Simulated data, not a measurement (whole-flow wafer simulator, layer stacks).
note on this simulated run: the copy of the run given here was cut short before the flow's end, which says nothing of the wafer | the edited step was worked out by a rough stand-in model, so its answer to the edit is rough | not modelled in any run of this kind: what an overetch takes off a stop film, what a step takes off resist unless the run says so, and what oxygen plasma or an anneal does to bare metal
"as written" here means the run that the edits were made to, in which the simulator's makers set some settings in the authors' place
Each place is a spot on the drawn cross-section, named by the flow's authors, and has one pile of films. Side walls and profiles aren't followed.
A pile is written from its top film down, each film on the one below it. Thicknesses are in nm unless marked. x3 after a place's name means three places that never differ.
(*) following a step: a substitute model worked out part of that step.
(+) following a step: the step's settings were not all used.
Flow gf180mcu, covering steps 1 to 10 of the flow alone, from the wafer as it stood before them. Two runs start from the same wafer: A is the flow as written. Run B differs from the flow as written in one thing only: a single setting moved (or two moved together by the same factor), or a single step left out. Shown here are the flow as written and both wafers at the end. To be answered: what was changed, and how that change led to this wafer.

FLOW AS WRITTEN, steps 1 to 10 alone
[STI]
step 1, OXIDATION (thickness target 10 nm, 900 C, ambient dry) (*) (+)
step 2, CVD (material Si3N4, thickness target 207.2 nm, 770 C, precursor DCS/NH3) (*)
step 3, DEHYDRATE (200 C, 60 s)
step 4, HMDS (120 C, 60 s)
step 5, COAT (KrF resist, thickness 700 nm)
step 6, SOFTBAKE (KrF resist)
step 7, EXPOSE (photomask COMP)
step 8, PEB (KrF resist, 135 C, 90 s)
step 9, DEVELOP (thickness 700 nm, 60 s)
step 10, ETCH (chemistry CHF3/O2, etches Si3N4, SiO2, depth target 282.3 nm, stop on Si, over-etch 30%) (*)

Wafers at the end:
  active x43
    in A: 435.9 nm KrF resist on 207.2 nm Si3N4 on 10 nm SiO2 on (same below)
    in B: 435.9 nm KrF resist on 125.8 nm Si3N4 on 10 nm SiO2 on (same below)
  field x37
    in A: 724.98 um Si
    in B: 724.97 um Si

The reason: step 2, CVD: thickness target 125.8 nm was run, while the flow as written has thickness target 207.2 nm.
The wafer itself shows it: active x43 has Si3N4 125.8, and step 2 as written asks for 207.2 nm.

The path from the change to this, step by step:
  step 2, CVD (material Si3N4, thickness target 207.2 nm, 770 C, precursor DCS/NH3) (*)
      field x37, active x43: A Si3N4 gains 207.2 (new film) | B Si3N4 gains 125.8 (new film)
  step 10, ETCH (chemistry CHF3/O2, etches Si3N4, SiO2, depth target 282.3 nm, stop on Si, over-etch 30%) (*)
      field x37: A Si3N4 loses 207.2 (all of it), SiO2 loses 10 (all of it), Si loses 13 | B Si3N4 loses 125.8 (all of it), SiO2 loses 10 (all of it), Si loses 29.3
